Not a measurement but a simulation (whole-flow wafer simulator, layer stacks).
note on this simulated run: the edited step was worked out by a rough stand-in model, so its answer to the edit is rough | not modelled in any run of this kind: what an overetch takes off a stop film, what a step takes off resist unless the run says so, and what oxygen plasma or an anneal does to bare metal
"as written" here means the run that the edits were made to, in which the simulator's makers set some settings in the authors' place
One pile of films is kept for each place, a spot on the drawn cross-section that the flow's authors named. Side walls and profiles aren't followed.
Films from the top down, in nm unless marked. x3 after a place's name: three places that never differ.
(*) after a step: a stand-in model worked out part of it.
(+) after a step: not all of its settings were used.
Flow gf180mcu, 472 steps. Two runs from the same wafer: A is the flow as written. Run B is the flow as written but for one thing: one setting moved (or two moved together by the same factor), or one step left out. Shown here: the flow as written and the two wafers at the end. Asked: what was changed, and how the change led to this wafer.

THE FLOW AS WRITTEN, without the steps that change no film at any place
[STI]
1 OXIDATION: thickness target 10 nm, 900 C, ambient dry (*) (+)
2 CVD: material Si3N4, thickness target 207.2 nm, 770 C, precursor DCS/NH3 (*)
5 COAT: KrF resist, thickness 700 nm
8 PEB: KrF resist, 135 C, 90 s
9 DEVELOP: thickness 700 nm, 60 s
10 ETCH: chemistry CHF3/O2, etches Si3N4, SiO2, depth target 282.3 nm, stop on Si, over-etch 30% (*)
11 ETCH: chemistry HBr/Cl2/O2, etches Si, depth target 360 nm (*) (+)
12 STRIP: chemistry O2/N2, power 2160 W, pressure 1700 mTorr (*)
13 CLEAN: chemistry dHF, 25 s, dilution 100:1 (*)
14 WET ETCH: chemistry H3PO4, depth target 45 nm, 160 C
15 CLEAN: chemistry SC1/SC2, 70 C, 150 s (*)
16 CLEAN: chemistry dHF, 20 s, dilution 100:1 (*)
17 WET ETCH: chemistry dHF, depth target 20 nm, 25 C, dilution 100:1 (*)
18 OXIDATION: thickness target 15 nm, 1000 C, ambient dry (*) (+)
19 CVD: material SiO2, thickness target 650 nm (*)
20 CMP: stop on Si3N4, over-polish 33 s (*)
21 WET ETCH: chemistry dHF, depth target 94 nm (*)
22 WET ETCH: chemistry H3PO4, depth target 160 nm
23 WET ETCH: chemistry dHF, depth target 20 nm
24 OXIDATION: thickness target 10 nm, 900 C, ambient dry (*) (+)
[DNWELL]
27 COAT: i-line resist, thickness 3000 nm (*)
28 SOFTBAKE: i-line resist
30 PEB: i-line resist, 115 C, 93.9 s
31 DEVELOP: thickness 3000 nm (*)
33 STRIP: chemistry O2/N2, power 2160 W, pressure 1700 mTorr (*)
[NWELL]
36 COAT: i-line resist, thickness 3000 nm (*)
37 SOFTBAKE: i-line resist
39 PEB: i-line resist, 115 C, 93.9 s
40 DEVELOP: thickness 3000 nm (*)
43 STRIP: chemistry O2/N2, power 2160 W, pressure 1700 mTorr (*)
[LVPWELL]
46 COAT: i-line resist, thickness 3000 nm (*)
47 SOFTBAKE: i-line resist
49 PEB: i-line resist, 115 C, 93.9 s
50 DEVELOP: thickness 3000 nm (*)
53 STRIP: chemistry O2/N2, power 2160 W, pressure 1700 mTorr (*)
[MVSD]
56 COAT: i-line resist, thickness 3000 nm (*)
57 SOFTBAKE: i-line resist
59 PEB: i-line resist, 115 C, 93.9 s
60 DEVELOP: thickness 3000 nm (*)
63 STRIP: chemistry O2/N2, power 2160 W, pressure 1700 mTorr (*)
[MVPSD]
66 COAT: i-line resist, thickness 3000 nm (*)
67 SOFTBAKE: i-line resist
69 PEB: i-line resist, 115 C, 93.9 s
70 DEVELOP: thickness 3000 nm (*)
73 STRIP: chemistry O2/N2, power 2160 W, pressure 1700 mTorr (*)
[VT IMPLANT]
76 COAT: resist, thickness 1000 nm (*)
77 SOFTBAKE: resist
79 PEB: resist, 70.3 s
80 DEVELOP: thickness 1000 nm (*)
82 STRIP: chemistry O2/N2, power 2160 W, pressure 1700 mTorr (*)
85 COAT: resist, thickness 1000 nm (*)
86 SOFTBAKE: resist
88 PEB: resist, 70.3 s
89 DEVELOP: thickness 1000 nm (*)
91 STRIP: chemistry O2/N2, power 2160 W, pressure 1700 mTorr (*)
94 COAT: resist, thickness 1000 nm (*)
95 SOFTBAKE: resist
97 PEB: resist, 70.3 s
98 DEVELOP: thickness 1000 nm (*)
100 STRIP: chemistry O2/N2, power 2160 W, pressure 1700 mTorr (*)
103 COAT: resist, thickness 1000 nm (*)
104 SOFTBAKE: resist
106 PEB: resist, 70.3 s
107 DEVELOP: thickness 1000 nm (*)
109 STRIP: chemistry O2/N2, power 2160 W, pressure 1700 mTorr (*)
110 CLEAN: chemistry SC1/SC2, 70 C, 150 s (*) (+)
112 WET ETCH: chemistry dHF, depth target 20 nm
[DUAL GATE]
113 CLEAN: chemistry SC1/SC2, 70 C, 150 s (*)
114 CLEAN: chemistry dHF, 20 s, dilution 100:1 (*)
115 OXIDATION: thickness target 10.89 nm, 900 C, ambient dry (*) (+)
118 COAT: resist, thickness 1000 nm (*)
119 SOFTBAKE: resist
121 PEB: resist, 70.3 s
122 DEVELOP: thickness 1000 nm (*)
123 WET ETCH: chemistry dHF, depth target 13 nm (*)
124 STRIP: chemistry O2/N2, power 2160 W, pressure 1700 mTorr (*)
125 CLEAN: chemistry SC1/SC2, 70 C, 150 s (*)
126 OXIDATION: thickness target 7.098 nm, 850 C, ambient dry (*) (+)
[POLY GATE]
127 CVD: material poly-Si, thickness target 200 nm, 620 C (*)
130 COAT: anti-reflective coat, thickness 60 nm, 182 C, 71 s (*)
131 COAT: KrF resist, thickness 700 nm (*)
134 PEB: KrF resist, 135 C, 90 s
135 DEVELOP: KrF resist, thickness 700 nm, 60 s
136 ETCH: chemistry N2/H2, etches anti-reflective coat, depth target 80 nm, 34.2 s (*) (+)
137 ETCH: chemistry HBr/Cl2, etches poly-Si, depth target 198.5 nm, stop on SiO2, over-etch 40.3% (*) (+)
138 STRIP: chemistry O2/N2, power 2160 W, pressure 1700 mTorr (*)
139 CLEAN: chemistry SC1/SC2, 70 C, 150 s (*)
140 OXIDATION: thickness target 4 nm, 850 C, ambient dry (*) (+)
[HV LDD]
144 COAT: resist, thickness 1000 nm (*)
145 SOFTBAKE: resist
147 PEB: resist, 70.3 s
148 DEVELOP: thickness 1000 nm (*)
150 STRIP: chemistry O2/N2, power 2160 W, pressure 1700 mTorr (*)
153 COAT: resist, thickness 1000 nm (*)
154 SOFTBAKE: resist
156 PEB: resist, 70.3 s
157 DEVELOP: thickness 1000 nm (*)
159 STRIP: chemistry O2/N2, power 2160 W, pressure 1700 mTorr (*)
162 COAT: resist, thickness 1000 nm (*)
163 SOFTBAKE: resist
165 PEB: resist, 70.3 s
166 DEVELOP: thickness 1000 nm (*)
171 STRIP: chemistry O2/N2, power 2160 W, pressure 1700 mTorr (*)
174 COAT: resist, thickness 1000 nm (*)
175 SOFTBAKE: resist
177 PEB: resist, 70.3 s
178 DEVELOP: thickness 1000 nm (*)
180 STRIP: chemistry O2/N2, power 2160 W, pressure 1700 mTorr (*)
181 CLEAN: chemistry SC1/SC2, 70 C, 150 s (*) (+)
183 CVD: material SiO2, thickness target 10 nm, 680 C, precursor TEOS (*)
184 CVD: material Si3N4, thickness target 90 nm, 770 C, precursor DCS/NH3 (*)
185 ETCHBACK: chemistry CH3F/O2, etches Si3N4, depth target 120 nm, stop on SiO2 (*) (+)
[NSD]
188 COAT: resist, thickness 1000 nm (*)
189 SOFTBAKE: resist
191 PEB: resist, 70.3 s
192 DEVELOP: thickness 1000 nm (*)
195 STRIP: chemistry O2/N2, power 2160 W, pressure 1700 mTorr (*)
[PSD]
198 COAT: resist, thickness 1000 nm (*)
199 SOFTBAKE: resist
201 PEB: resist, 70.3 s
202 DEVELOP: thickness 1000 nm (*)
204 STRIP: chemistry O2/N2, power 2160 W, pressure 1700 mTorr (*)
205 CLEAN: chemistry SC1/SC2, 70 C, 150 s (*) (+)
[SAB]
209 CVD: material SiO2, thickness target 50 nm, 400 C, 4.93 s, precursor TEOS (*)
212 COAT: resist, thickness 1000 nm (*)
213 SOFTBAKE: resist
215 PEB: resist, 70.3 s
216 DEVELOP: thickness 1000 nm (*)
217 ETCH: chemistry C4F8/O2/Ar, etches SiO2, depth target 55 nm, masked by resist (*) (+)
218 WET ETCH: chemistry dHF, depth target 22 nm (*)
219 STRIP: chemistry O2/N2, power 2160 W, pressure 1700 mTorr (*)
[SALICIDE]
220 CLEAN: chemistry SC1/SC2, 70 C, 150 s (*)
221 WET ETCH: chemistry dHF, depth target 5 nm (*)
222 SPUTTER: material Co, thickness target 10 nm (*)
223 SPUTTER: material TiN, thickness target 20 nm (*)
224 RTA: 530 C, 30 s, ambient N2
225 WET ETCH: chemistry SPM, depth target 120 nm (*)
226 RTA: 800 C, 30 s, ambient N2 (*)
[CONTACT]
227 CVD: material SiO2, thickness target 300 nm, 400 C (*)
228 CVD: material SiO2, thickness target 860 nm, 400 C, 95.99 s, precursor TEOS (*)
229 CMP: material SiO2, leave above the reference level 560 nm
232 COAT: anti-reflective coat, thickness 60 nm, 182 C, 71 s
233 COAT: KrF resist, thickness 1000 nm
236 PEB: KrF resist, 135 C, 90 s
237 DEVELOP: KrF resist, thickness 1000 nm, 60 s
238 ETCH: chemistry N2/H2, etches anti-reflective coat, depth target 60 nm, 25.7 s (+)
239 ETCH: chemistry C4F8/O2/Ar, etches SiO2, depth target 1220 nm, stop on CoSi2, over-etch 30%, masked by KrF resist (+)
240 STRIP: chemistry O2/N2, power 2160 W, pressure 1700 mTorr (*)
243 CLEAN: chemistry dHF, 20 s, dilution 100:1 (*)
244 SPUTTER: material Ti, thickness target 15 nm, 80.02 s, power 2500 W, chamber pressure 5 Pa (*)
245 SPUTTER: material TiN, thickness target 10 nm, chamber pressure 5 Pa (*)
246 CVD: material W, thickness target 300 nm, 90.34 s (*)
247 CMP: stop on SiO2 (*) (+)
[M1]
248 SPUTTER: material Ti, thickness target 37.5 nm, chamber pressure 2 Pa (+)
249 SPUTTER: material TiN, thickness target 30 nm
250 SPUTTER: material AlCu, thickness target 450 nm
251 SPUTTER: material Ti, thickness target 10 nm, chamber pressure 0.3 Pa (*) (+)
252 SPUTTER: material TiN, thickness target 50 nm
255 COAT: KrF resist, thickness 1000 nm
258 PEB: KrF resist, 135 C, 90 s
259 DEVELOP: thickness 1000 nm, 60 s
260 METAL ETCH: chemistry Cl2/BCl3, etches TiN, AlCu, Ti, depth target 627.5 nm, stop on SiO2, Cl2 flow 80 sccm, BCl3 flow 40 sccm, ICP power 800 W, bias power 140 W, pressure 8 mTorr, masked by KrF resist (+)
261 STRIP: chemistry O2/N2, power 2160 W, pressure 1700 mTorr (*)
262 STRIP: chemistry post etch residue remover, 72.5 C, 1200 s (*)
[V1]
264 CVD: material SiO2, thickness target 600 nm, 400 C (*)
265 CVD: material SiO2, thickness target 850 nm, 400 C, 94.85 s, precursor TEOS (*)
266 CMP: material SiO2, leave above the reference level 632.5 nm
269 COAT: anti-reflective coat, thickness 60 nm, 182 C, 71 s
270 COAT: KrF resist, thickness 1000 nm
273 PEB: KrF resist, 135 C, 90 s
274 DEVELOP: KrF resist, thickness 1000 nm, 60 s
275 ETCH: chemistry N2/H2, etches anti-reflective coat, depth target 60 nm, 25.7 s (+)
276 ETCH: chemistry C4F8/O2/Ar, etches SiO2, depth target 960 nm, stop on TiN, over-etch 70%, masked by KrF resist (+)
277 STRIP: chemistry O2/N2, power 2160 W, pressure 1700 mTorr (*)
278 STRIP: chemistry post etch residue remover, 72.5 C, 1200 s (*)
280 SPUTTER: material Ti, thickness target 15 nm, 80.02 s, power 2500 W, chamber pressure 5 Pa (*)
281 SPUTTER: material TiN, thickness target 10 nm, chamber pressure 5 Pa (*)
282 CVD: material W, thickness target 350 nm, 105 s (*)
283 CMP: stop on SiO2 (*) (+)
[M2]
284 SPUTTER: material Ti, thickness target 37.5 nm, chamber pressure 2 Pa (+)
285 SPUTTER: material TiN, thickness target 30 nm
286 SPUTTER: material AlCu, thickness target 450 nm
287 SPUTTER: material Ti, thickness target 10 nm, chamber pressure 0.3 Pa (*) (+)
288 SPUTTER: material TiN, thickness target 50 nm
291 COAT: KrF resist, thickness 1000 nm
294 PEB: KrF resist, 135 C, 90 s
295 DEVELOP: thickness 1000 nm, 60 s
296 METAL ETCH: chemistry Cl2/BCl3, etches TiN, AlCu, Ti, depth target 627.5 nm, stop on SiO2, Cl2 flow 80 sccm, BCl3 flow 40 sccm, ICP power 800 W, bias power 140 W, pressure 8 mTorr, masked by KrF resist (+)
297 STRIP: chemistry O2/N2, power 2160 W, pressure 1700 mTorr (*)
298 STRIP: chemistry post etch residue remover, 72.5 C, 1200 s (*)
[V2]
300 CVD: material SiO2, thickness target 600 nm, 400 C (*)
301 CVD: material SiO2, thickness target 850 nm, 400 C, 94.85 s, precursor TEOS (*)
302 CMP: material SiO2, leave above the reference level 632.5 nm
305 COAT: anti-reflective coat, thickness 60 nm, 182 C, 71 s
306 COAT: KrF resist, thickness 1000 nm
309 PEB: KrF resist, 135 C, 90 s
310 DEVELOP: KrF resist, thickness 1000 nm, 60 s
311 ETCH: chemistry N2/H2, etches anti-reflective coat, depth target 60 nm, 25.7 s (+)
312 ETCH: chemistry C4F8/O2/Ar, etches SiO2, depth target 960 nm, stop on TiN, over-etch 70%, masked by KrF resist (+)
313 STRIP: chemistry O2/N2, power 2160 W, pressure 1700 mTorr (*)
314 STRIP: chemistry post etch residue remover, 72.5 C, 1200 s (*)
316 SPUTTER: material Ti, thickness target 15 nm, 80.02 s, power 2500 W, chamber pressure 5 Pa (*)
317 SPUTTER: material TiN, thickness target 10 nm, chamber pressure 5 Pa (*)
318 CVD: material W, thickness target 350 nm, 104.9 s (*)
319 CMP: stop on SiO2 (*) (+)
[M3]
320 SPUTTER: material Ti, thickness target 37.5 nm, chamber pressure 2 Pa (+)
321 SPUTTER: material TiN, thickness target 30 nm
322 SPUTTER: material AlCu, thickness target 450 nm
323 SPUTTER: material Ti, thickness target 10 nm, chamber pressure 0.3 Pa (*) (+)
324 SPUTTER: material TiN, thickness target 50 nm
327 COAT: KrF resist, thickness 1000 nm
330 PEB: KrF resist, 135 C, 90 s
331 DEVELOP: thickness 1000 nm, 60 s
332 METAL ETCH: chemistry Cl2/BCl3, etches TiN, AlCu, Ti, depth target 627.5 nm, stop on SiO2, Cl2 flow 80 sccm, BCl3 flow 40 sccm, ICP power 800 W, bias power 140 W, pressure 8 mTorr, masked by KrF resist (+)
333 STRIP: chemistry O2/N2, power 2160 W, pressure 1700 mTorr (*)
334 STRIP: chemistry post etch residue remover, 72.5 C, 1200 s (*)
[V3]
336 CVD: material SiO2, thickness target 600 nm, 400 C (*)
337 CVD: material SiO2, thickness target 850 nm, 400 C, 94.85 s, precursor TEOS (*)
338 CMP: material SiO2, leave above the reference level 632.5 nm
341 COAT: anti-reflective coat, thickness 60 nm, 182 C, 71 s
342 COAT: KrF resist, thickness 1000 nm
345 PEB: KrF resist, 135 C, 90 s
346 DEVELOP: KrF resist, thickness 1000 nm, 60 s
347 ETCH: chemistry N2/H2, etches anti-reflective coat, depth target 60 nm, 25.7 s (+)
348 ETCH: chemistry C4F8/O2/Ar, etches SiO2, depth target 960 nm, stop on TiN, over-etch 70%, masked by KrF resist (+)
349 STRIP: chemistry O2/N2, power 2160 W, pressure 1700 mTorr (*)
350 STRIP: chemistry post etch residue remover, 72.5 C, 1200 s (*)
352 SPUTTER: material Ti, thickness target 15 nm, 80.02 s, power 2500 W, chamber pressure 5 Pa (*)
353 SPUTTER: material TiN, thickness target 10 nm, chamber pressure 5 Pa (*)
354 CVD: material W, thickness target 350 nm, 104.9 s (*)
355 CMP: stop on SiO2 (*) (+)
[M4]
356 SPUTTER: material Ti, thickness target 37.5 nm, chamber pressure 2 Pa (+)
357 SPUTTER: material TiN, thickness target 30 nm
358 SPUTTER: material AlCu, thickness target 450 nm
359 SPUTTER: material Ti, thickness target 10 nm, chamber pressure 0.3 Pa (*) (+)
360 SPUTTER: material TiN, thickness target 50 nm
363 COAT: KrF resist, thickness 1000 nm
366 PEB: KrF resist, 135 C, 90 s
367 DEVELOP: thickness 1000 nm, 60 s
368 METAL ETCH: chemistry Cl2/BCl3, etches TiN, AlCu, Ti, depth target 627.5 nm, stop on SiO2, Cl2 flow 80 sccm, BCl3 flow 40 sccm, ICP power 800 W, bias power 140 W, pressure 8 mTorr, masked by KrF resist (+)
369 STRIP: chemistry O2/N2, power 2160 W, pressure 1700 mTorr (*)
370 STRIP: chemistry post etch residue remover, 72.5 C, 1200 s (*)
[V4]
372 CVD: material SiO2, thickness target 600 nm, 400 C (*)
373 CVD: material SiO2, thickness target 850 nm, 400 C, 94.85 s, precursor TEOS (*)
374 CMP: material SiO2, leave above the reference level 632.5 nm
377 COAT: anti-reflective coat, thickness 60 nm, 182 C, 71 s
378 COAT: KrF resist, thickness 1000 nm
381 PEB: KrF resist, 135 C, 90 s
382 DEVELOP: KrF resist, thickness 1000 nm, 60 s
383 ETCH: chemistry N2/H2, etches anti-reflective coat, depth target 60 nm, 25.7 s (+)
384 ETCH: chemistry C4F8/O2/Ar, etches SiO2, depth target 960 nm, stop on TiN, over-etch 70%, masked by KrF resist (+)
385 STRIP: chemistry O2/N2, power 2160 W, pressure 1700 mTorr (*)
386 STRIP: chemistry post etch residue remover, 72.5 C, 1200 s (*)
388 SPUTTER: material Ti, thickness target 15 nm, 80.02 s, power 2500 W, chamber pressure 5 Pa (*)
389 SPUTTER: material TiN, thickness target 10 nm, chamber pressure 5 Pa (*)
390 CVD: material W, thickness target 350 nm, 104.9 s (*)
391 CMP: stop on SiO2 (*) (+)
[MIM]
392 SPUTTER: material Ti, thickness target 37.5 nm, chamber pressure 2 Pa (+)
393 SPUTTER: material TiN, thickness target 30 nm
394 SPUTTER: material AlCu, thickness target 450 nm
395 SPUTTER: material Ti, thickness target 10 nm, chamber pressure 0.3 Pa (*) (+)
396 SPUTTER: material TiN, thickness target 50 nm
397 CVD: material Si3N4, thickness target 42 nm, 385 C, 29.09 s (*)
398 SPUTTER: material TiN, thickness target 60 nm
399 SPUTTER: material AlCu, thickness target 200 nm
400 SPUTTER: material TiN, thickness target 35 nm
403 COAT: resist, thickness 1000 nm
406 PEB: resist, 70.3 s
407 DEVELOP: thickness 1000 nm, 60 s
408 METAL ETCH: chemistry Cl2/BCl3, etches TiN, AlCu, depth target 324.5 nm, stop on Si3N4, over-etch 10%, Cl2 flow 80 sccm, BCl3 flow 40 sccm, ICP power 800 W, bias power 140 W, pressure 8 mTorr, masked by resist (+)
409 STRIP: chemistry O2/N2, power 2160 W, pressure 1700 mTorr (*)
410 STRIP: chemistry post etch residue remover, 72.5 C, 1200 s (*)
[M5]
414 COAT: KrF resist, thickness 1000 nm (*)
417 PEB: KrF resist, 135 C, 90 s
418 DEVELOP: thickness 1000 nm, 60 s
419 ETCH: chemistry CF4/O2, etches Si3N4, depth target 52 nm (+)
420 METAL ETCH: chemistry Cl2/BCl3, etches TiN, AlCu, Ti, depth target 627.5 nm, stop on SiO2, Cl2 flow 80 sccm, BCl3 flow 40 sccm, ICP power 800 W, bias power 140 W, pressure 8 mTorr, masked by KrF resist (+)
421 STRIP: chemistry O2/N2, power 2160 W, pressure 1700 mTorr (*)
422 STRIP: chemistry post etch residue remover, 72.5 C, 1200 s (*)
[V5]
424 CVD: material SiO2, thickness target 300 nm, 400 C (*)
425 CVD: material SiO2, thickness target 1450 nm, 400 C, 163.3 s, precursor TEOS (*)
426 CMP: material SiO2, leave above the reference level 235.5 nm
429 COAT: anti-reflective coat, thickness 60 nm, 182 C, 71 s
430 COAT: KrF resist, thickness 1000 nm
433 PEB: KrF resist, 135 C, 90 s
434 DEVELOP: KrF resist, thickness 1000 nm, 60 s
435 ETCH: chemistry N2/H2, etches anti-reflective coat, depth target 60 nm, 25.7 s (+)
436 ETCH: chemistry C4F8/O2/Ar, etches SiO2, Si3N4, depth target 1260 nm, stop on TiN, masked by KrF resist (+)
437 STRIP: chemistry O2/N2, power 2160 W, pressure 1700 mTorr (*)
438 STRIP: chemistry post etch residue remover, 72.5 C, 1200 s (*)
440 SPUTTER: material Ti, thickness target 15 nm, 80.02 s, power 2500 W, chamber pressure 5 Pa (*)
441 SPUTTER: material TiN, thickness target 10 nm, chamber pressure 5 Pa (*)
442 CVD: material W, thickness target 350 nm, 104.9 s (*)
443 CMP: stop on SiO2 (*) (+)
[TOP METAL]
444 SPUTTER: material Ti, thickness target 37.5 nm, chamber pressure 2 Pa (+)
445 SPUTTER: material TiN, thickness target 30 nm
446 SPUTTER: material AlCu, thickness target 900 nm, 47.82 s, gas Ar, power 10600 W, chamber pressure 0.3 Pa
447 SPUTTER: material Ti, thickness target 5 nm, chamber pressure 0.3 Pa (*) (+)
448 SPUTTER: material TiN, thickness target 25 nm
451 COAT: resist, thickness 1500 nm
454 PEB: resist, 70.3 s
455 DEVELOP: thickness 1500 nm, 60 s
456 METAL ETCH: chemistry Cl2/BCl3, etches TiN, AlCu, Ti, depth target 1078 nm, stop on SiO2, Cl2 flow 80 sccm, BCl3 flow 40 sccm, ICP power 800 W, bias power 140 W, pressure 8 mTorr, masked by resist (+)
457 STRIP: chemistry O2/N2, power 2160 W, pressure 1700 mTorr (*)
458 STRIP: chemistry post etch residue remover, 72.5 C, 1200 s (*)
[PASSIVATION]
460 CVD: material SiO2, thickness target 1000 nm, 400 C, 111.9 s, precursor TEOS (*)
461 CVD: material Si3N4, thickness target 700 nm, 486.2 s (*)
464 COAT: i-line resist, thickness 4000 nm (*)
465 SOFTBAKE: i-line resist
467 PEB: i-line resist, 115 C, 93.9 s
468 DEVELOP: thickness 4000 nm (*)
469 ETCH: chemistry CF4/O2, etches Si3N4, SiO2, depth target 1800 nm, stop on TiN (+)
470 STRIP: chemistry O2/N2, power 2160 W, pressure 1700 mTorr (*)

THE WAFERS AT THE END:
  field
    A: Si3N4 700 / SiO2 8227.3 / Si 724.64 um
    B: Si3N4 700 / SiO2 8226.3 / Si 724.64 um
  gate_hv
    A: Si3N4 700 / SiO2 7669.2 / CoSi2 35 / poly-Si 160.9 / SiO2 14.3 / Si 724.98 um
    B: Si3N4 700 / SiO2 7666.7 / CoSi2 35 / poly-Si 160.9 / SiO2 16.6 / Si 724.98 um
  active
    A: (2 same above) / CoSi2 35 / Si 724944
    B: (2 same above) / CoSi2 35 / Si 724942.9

The cause: step 126, OXIDATION: thickness target 9.866 nm was run, where the flow has thickness target 7.098 nm.

How the change led to this, step by step:
  126 OXIDATION: thickness target 7.098 nm, 850 C, ambient dry (*) (+)
      gate_hv, active_hv, active_nat and 25 more: A SiO2 +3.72, Si -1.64 | B SiO2 +6.09, Si -2.68
      active, n_well, p_well and 12 more: A SiO2 +7.1 (new film), chemical SiO2 -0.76 (all of it), Si -2.79 | B SiO2 +9.87 (new film), chemical SiO2 -0.76 (all of it), Si -4.01
  189 SOFTBAKE: resist
      nw_enc_fld_lv__w3: A resist +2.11 | B resist -1.59
  199 SOFTBAKE: resist
      nw_enc_fld_lv__w3: A resist +2.11 | B resist -1.59
  218 WET ETCH: chemistry dHF, depth target 22 nm (*)
      active, p_well, sd_n, iso_ptap_pw, iso_ntap_nw, iso_ptap_sub, vpnp_e: A SiO2 -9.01 (all of it) | B SiO2 -11.6 (all of it)
      ldn_tap, ldn_src, ldn_drn, ldp_tap, ldp_src, ldp_drn, ldp_gr: A SiO2 -16 (all of it) | B SiO2 -18.2 (all of it)
      (and at 9 more places)
